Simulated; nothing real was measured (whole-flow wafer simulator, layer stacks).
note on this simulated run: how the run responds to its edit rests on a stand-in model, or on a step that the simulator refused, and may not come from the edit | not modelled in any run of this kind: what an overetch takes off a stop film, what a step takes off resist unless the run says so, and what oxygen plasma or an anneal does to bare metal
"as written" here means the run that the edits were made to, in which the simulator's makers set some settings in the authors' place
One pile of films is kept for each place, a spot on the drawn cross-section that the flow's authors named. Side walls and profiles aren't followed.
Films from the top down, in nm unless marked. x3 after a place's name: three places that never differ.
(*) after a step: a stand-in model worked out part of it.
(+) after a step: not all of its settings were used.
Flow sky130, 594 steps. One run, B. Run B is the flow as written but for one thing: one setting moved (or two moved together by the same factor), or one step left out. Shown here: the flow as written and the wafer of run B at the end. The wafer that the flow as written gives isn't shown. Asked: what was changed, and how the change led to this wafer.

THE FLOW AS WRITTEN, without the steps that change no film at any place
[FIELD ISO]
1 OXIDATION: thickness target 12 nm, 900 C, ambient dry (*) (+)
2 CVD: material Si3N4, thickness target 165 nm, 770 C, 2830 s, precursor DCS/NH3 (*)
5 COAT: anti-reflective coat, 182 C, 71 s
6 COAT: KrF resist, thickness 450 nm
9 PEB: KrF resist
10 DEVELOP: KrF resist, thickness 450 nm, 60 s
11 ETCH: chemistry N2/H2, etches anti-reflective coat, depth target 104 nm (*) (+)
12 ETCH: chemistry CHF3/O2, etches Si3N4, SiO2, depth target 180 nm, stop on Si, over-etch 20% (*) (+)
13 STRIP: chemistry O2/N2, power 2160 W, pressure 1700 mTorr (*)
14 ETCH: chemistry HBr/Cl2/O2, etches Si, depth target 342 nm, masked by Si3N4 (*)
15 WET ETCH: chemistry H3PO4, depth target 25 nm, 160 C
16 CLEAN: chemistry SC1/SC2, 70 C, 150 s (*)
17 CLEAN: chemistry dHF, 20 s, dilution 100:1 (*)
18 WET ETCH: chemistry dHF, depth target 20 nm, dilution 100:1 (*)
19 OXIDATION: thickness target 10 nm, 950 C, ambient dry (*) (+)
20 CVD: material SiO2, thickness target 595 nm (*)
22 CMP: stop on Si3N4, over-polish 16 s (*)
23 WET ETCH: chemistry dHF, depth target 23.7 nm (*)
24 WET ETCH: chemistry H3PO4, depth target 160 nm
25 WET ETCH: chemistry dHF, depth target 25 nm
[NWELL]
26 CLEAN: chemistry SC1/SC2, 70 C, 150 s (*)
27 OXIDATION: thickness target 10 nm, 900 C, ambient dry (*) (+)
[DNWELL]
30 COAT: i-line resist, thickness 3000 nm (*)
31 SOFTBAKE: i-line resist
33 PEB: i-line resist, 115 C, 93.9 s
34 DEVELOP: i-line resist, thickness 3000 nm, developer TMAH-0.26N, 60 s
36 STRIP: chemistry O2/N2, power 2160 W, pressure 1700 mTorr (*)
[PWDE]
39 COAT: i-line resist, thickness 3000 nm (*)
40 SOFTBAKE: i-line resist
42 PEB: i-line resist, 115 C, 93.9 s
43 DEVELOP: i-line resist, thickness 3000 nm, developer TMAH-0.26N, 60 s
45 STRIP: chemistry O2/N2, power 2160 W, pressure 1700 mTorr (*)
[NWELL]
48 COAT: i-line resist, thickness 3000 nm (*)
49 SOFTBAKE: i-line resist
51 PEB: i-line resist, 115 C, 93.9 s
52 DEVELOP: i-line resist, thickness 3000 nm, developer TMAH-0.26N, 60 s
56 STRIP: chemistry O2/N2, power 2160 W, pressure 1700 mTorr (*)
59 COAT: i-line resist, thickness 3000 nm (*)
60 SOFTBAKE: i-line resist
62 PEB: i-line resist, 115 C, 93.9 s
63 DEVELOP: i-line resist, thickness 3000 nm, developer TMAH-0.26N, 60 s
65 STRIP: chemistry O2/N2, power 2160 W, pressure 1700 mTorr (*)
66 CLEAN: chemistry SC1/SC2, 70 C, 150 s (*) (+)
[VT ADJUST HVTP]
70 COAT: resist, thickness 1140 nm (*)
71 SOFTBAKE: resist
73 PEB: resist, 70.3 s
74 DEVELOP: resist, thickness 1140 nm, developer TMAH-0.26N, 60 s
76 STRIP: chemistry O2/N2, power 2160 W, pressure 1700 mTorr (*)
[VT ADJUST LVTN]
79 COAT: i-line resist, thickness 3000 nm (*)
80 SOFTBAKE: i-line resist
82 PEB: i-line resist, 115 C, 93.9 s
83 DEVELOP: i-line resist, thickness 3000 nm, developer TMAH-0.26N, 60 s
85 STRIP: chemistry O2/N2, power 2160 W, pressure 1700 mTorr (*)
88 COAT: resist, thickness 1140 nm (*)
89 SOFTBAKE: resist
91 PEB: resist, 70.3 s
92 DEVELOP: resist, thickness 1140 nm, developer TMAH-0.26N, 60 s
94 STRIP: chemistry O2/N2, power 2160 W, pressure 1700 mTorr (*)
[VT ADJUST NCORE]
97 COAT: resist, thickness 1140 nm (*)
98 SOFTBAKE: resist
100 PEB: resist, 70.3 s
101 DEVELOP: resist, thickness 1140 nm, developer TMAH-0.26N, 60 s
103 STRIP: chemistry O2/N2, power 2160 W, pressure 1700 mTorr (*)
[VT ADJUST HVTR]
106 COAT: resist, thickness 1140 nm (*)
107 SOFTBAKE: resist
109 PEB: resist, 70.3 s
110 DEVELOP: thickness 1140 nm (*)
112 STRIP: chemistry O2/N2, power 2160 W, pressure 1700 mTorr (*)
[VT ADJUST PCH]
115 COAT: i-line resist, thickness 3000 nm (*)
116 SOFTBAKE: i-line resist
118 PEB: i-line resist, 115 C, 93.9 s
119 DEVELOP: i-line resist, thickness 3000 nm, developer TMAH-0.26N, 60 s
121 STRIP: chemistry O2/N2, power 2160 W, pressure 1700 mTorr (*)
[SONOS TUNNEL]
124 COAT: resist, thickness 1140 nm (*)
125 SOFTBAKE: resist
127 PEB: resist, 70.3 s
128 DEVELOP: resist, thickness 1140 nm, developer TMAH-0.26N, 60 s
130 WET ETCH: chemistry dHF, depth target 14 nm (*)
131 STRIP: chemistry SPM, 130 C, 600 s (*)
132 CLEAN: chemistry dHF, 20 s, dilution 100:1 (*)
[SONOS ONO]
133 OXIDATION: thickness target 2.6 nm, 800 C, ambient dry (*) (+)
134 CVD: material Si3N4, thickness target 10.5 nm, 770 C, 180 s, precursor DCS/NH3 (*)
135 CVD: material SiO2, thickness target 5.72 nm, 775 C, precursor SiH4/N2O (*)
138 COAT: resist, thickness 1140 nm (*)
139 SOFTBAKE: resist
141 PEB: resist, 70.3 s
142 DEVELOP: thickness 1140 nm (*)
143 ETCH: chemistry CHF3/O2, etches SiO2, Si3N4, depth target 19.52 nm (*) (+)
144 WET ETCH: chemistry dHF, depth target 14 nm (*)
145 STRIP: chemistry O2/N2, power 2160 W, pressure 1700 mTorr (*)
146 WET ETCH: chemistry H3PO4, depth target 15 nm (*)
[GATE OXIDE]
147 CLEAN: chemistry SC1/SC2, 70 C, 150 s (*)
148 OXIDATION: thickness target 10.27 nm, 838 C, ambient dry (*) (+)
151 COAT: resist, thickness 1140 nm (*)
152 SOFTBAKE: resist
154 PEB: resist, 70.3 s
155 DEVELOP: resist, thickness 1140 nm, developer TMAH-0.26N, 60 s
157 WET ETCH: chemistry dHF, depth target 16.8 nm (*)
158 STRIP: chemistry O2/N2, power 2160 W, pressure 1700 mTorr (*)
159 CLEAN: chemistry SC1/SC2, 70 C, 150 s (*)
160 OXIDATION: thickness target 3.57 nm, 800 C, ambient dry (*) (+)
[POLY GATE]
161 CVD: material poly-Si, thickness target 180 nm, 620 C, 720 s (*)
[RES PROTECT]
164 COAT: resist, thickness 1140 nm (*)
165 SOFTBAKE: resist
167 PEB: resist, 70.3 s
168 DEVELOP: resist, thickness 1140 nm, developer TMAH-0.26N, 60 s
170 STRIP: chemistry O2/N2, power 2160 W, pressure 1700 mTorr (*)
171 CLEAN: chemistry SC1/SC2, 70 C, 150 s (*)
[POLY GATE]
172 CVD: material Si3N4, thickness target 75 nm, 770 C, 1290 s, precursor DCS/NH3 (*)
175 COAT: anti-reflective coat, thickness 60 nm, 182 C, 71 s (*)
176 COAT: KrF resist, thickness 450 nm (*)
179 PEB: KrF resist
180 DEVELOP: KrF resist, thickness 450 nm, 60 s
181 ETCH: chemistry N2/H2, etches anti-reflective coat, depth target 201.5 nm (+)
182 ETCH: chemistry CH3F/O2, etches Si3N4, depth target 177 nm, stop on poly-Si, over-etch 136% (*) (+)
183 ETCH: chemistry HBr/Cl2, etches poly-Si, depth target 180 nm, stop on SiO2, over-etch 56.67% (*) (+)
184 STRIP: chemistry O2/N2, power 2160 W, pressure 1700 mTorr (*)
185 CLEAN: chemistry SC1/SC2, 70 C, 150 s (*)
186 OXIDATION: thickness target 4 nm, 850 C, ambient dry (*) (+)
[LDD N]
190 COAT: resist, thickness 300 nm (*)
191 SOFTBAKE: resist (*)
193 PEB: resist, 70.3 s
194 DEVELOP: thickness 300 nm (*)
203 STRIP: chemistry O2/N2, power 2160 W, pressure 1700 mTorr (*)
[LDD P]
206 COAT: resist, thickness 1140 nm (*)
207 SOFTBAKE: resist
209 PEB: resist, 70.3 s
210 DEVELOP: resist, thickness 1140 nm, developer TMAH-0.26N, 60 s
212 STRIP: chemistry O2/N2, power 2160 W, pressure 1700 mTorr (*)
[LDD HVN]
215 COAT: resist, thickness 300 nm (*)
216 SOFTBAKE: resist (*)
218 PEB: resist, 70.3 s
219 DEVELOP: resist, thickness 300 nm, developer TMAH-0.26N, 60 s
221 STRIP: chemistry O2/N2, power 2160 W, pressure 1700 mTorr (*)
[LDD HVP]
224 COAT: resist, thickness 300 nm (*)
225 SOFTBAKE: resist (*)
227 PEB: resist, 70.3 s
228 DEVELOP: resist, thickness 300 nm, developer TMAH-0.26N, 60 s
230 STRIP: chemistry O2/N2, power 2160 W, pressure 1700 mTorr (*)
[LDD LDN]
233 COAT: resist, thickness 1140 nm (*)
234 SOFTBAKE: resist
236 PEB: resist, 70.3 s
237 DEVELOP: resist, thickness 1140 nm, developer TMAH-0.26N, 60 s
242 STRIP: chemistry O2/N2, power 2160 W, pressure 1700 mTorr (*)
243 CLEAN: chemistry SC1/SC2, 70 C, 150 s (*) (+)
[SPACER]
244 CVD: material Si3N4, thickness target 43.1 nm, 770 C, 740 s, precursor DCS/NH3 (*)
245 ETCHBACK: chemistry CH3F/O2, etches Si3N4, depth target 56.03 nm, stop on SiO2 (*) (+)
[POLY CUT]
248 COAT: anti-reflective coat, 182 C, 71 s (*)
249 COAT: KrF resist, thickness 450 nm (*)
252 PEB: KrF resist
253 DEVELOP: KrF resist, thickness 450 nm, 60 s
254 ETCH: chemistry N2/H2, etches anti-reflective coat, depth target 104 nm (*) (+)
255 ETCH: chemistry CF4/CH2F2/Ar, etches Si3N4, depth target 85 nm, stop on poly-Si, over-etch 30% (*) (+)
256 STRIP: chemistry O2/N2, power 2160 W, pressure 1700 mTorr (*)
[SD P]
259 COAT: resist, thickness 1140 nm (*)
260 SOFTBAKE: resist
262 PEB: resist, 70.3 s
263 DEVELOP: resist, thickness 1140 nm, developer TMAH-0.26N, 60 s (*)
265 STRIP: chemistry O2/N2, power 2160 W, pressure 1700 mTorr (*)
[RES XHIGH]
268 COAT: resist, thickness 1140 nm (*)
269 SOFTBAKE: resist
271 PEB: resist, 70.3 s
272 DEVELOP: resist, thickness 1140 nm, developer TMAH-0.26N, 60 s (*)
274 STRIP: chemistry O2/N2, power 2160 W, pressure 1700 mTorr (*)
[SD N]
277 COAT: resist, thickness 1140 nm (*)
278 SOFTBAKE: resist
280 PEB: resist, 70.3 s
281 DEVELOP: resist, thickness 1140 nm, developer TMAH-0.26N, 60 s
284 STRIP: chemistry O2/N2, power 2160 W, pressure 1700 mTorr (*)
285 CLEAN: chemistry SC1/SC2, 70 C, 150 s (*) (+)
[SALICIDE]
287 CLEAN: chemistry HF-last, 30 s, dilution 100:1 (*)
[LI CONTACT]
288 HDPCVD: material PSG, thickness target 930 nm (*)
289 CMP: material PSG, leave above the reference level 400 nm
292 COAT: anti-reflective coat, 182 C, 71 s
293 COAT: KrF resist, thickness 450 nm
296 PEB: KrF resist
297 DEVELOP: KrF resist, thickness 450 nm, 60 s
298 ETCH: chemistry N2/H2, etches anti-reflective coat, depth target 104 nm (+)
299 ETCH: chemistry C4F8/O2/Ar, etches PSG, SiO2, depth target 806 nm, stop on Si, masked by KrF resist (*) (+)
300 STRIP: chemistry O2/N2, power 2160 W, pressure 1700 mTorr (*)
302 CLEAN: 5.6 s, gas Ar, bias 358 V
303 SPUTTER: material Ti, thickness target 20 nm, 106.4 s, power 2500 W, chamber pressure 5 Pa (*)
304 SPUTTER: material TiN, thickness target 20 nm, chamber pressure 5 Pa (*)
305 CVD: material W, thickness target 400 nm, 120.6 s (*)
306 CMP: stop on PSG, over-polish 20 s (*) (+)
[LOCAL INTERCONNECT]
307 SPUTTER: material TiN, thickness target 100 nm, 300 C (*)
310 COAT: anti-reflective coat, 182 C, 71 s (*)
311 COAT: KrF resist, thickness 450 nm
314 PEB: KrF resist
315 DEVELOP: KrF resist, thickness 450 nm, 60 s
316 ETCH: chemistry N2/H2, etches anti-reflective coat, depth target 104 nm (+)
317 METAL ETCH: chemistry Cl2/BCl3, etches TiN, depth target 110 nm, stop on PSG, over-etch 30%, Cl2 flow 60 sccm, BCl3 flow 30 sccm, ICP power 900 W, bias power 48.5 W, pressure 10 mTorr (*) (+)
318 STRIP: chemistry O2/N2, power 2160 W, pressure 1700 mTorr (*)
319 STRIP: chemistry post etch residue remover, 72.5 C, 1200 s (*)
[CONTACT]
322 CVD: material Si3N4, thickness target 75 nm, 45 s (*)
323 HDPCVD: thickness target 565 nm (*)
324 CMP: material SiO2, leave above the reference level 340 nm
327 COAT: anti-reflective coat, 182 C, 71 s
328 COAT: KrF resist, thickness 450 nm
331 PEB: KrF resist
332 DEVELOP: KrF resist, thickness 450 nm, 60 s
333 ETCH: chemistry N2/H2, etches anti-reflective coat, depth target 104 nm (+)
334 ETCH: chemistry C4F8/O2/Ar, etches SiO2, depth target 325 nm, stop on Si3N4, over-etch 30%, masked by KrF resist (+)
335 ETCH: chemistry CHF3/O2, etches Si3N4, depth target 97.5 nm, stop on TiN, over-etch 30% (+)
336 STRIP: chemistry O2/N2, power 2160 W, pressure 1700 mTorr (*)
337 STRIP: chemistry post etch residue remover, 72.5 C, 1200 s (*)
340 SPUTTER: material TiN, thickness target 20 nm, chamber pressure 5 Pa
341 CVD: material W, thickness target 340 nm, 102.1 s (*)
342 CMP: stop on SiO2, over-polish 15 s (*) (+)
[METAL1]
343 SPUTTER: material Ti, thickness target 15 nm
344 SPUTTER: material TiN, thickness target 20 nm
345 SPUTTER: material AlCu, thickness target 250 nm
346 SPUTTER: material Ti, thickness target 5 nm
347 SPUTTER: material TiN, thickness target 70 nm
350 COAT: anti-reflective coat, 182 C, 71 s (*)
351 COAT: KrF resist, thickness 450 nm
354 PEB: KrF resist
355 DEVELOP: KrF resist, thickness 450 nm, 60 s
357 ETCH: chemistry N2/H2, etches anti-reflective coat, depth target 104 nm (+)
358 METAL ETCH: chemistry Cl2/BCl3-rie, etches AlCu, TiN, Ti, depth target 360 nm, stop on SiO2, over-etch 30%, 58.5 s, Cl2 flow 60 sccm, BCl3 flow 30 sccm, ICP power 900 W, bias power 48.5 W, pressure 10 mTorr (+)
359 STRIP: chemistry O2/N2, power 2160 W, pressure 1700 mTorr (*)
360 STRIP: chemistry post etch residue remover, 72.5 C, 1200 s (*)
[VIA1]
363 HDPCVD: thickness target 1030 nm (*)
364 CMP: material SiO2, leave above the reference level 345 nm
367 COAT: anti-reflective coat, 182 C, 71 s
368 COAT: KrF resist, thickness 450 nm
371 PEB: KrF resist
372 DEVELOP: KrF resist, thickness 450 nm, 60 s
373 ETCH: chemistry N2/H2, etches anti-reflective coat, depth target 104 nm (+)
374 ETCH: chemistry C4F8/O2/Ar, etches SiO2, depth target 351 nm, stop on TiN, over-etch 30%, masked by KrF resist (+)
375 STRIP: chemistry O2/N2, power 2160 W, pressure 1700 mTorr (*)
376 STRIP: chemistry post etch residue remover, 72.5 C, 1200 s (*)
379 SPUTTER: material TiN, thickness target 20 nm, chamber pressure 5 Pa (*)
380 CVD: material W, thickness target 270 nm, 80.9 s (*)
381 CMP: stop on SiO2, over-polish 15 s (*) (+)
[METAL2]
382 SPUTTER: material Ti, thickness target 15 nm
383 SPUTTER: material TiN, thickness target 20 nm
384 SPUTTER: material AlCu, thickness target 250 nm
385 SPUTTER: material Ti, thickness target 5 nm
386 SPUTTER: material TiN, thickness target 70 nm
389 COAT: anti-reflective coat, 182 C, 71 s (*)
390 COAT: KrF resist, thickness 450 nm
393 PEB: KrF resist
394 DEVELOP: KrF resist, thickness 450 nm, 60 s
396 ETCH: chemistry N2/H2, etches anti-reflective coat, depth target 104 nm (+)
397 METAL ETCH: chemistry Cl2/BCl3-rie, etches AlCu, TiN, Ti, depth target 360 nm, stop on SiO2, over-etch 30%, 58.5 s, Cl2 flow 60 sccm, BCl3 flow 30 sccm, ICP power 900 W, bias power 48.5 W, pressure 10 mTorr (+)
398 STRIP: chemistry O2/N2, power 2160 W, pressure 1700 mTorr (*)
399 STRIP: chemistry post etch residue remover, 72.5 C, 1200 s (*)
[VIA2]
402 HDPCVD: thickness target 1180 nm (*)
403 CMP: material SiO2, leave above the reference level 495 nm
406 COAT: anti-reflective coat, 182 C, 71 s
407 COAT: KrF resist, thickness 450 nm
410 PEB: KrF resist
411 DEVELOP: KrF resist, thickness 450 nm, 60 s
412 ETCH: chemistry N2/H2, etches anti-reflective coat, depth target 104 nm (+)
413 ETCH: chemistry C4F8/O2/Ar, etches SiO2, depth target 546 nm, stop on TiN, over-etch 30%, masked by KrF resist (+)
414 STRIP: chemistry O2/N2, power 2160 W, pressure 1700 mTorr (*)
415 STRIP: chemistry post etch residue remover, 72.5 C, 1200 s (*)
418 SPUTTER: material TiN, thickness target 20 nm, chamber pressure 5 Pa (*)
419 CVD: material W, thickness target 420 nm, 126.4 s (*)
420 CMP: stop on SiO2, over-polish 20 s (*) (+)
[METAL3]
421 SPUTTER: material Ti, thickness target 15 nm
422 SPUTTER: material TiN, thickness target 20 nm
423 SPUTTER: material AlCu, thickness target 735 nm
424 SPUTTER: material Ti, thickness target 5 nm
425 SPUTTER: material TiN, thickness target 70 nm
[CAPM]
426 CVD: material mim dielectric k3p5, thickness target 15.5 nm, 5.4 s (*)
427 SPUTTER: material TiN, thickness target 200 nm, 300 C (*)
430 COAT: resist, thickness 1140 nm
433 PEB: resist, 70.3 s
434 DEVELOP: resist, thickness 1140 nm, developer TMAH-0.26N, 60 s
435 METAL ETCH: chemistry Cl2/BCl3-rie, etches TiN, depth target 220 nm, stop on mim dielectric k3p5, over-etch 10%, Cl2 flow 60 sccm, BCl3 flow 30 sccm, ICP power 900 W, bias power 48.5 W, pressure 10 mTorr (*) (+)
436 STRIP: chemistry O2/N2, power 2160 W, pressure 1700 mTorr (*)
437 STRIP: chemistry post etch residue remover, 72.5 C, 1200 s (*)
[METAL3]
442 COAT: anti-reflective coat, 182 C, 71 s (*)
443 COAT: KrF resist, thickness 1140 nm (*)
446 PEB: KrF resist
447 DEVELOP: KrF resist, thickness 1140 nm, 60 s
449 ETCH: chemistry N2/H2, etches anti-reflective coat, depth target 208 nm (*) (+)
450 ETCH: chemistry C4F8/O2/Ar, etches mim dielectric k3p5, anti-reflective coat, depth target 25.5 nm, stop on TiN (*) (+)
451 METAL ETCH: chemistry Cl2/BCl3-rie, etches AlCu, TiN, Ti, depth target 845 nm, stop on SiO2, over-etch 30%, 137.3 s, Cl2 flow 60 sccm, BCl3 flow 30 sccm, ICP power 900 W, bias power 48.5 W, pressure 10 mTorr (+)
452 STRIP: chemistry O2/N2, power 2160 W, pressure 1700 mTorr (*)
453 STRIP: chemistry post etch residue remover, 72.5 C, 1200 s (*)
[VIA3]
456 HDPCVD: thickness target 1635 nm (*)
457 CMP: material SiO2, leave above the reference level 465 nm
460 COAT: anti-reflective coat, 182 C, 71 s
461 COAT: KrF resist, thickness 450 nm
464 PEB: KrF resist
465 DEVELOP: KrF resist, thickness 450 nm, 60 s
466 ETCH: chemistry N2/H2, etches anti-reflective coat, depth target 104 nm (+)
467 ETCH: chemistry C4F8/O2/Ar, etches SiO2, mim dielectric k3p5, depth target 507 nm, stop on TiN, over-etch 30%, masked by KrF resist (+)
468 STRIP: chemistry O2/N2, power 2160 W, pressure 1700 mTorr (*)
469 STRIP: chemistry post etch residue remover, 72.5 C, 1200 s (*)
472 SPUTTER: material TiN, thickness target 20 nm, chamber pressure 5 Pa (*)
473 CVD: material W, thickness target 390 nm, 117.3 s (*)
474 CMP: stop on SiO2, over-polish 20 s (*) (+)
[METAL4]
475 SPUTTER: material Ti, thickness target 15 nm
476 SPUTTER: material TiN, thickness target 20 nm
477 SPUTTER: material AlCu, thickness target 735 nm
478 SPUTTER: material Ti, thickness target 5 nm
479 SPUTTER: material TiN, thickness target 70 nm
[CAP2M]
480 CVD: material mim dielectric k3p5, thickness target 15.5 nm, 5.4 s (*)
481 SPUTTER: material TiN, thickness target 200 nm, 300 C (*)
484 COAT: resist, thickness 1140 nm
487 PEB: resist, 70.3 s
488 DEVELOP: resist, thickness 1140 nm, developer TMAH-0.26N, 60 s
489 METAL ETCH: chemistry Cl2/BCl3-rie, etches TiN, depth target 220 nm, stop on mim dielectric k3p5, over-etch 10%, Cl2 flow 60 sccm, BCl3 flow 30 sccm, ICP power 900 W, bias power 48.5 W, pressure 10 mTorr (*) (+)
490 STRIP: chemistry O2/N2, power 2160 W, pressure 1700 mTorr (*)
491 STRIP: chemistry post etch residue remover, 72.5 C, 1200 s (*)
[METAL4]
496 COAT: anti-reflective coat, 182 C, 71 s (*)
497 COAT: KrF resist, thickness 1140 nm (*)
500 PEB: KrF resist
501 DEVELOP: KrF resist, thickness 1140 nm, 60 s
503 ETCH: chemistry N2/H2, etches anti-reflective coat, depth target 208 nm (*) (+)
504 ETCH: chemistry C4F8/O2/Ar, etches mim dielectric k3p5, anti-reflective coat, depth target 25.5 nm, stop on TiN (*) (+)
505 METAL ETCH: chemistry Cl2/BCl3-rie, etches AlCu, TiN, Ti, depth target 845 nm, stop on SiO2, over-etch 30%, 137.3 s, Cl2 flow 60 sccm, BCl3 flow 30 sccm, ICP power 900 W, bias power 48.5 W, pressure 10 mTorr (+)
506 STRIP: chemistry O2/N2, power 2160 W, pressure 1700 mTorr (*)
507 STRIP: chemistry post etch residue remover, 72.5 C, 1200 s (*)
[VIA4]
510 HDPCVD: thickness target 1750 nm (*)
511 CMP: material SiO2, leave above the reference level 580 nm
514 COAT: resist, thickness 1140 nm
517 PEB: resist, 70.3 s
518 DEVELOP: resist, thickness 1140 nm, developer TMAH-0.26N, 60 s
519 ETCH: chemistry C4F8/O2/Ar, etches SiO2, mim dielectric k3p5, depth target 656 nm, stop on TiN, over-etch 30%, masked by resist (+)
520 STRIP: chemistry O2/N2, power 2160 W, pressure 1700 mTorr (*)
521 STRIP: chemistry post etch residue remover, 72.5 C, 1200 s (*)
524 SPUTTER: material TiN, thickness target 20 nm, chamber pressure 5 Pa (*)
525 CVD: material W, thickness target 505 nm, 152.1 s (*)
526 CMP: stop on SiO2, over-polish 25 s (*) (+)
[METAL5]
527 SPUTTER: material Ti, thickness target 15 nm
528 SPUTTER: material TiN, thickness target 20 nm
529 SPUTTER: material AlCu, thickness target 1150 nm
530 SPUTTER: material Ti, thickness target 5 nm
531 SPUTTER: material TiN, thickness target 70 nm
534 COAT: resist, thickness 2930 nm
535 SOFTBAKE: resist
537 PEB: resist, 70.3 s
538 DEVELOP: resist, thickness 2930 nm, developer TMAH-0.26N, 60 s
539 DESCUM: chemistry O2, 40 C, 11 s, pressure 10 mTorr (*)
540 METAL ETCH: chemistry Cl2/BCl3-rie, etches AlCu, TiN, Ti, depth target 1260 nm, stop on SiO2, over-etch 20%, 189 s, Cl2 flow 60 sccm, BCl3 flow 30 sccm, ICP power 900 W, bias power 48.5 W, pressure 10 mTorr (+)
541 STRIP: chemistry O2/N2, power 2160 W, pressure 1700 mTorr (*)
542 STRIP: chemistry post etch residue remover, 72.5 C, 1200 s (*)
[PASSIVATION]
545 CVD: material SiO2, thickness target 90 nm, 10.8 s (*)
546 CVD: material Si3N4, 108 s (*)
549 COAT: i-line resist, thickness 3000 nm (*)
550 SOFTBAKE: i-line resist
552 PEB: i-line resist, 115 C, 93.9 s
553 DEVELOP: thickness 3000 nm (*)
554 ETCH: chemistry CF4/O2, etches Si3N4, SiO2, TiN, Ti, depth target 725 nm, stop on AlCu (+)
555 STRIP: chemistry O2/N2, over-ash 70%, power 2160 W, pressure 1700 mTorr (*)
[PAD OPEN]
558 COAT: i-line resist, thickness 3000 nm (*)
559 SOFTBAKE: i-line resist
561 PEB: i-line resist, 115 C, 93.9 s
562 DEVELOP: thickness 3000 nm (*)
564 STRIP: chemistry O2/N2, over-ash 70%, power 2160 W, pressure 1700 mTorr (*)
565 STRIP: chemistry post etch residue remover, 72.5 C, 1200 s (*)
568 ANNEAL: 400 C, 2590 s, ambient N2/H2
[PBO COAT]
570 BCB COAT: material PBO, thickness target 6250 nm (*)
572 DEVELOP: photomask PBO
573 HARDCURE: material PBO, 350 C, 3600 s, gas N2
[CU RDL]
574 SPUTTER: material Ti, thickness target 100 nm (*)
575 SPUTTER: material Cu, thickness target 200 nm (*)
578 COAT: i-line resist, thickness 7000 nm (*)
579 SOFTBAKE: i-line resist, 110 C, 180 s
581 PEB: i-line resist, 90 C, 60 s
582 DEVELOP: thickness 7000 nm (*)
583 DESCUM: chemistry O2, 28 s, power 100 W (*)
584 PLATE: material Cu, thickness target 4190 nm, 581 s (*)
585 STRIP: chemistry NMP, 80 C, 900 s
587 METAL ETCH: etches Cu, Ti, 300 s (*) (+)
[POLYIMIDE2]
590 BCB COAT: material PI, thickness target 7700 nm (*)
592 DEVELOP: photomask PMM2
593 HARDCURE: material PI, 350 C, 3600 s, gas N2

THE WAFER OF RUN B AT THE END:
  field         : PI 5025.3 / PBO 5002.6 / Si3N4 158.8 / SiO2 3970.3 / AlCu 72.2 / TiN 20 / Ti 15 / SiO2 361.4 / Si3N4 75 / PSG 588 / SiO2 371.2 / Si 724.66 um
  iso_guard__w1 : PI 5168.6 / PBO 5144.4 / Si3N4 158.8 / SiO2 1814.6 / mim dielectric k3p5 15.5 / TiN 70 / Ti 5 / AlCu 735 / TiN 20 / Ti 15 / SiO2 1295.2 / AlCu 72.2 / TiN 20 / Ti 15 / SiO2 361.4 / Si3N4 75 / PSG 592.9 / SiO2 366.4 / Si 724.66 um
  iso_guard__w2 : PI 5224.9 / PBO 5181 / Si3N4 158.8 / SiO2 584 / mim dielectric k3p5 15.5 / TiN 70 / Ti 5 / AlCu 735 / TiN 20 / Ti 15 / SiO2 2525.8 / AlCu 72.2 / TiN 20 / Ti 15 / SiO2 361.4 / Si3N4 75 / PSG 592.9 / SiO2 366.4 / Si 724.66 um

The cause: step 358, METAL ETCH: depth target 189 nm was run, where the flow has depth target 360 nm; step 358, METAL ETCH: 30.7 s was run, where the flow has 58.5 s.

How the change led to this, step by step:
  358 METAL ETCH: chemistry Cl2/BCl3-rie, etches AlCu, TiN, Ti, depth target 360 nm, stop on SiO2, over-etch 30%, 58.5 s, Cl2 flow 60 sccm, BCl3 flow 30 sccm, ICP power 900 W, bias power 48.5 W, pressure 10 mTorr (+)
      field, active, gate and 81 more: TiN -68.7 (all of it), Ti -5 (all of it), AlCu -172 (as written it would be: TiN -68.7 (all of it), Ti -5 (all of it), AlCu -250 (all of it), TiN -20 (all of it), Ti -15 (all of it), SiO2 -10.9)
      n_well, p_well, gate_hv and 88 more: KrF resist -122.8 (as written it would be: KrF resist -234)
      (and at 16 more places)
  359 STRIP: chemistry O2/N2, power 2160 W, pressure 1700 mTorr (*)
      n_well, p_well, gate_hv and 100 more: KrF resist -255 (all of it), anti-reflective coat -80 (all of it) (as written it would be: KrF resist -143.8 (all of it), anti-reflective coat -80 (all of it))
      poly_licon, ndiff_licon, ndiff_licon_cpp, rpo_hd_licon: KrF resist -255 (all of it), anti-reflective coat -80.5 (all of it) (as written it would be: KrF resist -143.9 (all of it), anti-reflective coat -80.5 (all of it))
  360 STRIP: chemistry post etch residue remover, 72.5 C, 1200 s (*)
      field, active, gate and 81 more: AlCu -5.72 (as written it would be: nothing)
  363 HDPCVD: thickness target 1030 nm (*)
      field, active, gate and 81 more: SiO2 +1030 (new film) (as written it would be: SiO2 +1030)
  364 CMP: material SiO2, leave above the reference level 345 nm
      field, active, gate and 81 more: SiO2 -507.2 (as written it would be: SiO2 -389.1)
Counting metal films that touch as one body, field has 1 body; the flow as written gives 0 bodies.
Counting metal films that touch as one body, iso_guard__w1 has 2 bodies (between them, from the top down: SiO2 1295.2); the flow as written gives 1 body.
Counting metal films that touch as one body, iso_guard__w2 has 2 bodies (between them, from the top down: SiO2 2525.8); the flow as written gives 1 body.
